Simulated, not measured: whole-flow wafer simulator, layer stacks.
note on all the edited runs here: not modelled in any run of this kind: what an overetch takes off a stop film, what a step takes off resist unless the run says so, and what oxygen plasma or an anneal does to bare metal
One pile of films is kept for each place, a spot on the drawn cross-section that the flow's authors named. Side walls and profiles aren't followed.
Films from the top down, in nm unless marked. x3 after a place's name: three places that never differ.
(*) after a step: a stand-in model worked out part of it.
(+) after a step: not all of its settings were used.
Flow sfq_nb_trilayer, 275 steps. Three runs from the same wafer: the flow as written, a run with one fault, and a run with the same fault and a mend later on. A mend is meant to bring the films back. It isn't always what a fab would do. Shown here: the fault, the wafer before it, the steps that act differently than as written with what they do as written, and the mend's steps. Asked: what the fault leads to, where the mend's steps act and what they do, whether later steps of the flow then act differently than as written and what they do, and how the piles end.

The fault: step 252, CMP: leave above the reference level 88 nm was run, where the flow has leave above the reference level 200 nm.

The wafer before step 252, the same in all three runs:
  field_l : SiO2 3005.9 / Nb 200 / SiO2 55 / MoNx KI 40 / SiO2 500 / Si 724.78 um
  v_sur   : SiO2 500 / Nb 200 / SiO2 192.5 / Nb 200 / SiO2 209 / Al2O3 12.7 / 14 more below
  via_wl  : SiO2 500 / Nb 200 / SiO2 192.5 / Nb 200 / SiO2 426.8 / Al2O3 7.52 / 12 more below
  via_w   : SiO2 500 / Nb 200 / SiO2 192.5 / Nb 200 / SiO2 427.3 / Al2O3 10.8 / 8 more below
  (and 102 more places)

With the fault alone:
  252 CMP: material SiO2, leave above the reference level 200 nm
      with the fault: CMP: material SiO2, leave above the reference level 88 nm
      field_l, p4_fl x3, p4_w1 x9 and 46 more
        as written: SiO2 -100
        with the fault: SiO2 -212
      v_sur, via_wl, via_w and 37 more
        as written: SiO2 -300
        with the fault: SiO2 -412
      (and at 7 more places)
  Later steps of the flow that act differently than as written (2 more steps differ only slightly, by at most 2% or 0.5 nm, whichever is larger, and aren't shown):
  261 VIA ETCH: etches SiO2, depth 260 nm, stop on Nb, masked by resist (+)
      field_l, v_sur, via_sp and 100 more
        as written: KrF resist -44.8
        with the fault: KrF resist -22.7
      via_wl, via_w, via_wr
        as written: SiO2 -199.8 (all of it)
        with the fault: SiO2 -87.8 (all of it)
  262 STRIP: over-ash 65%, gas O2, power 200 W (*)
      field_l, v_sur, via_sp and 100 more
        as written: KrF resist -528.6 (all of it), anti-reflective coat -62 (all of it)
        with the fault: KrF resist -550.7 (all of it), anti-reflective coat -62 (all of it)
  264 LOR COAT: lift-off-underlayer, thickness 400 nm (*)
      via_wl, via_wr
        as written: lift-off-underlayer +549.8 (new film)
        with the fault: lift-off-underlayer +465.9 (new film)
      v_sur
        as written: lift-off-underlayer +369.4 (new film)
        with the fault: lift-off-underlayer +386.5 (new film)
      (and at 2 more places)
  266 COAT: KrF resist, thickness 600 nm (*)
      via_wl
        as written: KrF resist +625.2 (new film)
        with the fault: KrF resist +611.1 (new film)
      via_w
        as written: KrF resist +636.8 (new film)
        with the fault: KrF resist +616.2 (new film)
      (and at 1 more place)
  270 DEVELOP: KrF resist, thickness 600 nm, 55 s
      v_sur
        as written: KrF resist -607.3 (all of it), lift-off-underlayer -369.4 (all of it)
        with the fault: KrF resist -602.5 (all of it), lift-off-underlayer -386.5 (all of it)
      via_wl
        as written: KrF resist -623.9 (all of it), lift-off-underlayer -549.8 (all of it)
        with the fault: KrF resist -609.8 (all of it), lift-off-underlayer -465.9 (all of it)
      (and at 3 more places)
  At the end the piles differ from the flow's by more than 2% or 0.5 nm, whichever is larger, at field_l, v_sur, via_sp and 100 more.
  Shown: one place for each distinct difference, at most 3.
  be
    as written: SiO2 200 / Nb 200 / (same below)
    with the fault: SiO2 88 / Nb 200 / (same below)
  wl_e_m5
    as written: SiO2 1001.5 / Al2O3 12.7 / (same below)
    with the fault: SiO2 889.5 / Al2O3 12.7 / (same below)
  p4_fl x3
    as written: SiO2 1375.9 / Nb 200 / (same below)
    with the fault: SiO2 1263.9 / Nb 200 / (same below)

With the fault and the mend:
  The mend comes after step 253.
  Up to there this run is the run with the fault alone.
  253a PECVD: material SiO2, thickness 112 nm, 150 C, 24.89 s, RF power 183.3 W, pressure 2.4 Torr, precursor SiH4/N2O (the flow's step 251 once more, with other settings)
      field_l, v_sur, via_wl and 103 more
        SiO2 +112
  No later step of the flow acts differently than as written at any place that is followed.
  At the end the piles are the same as the flow's at every place that both follow.
